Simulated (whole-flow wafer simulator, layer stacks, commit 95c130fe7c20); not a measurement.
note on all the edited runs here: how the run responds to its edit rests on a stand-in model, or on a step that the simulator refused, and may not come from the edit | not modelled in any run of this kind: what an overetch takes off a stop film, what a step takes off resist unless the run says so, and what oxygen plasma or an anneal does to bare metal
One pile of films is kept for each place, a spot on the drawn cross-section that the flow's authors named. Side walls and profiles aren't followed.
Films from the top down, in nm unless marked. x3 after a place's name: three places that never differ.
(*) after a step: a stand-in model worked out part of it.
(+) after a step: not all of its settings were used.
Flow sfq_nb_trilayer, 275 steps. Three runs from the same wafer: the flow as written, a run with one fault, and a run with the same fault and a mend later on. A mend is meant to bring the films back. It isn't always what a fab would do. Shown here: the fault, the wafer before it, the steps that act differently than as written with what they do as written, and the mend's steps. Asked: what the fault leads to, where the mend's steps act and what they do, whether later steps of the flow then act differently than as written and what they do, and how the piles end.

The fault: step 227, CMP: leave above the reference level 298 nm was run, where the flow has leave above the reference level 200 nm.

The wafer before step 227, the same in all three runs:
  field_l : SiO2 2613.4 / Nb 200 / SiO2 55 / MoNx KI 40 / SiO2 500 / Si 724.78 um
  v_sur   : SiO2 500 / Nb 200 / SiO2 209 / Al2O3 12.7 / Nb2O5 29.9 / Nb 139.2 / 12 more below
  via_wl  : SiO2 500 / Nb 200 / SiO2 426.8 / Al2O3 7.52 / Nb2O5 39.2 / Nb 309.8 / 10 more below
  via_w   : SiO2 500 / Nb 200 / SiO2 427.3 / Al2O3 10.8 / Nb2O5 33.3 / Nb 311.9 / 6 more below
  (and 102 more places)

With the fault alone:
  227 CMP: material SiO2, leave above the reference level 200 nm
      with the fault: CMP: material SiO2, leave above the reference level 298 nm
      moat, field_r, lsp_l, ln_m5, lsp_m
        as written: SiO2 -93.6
        with the fault: nothing
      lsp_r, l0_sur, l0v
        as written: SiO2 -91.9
        with the fault: nothing
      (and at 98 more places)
  Later steps of the flow that act differently than as written (7 more steps differ only slightly, by at most 2% or 0.5 nm, whichever is larger, and aren't shown):
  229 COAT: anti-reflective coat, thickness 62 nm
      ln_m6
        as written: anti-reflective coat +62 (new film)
        with the fault: anti-reflective coat +60.7 (new film)
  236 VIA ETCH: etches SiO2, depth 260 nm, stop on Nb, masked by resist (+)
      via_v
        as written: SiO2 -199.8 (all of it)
        with the fault: SiO2 -260
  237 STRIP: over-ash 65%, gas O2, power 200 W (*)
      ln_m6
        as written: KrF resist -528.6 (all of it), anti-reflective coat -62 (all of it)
        with the fault: KrF resist -527.5 (all of it), anti-reflective coat -60.7 (all of it)
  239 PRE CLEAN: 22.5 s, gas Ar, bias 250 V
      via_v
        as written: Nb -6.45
        with the fault: SiO2 -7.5
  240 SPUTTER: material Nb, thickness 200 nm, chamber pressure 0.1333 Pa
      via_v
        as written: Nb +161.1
        with the fault: Nb +146.9 (new film)
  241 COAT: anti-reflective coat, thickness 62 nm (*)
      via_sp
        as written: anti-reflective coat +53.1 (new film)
        with the fault: anti-reflective coat +49.9 (new film)
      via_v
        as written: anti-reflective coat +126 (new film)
        with the fault: anti-reflective coat +129.4 (new film)
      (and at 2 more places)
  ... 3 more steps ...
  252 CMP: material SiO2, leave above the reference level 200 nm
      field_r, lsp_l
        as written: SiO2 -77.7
        with the fault: SiO2 -73.3
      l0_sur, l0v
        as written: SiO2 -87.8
        with the fault: SiO2 -81.8
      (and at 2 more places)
  At the end the piles differ from the flow's by more than 2% or 0.5 nm, whichever is larger, at field_l, v_sur, via_wl and 103 more.
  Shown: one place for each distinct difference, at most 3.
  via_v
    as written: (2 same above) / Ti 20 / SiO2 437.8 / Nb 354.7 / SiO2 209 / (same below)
    with the fault: (2 same above) / Ti 20 / SiO2 513.3 / Nb 146.9 / SiO2 30.3 / Nb 200 / SiO2 209 / (same below)
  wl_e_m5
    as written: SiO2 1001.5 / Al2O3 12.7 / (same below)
    with the fault: SiO2 1099.5 / Al2O3 12.7 / (same below)
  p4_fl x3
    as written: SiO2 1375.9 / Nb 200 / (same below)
    with the fault: SiO2 1473.9 / Nb 200 / (same below)

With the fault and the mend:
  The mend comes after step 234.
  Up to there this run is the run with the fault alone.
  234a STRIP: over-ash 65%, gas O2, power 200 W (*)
      p4_fl x3, p4_w1 x9, p4_g1 x2 and 63 more
        KrF resist -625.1 (all of it), anti-reflective coat -62 (all of it)
      field_l, v_sur, via_wl and 6 more
        KrF resist -625 (all of it), anti-reflective coat -62 (all of it)
      jj_sur, ce_l, c5j, ce_r, sp_r
        KrF resist -624.9 (all of it), anti-reflective coat -61.9 (all of it)
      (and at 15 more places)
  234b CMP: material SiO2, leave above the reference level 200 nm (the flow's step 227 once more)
      field_l, v_sur, via_wl and 95 more
        SiO2 -98
      moat, field_r, lsp_l, ln_m5, lsp_m
        SiO2 -93.6
      lsp_r, l0_sur, l0v
        SiO2 -91.9
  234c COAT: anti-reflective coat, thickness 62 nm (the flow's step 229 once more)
      field_l, v_sur, via_wl and 103 more
        anti-reflective coat +62 (new film)
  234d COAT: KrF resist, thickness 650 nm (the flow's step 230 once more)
      field_l, v_sur, via_wl and 103 more
        KrF resist +650 (new film)
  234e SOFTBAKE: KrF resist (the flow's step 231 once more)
      changes no film at any place that is followed
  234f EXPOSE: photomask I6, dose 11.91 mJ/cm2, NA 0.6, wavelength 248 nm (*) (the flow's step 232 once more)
      changes no film at any place that is followed
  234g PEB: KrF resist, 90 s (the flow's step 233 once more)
      field_l, v_sur, via_wl and 103 more
        KrF resist -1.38
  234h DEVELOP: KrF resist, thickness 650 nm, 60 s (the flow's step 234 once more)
      field_l, v_sur, via_wl and 102 more
        KrF resist -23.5
      via_v
        KrF resist -648.6 (all of it)
  No later step of the flow acts differently than as written at any place that is followed.
  At the end the piles are the same as the flow's at every place that both follow.
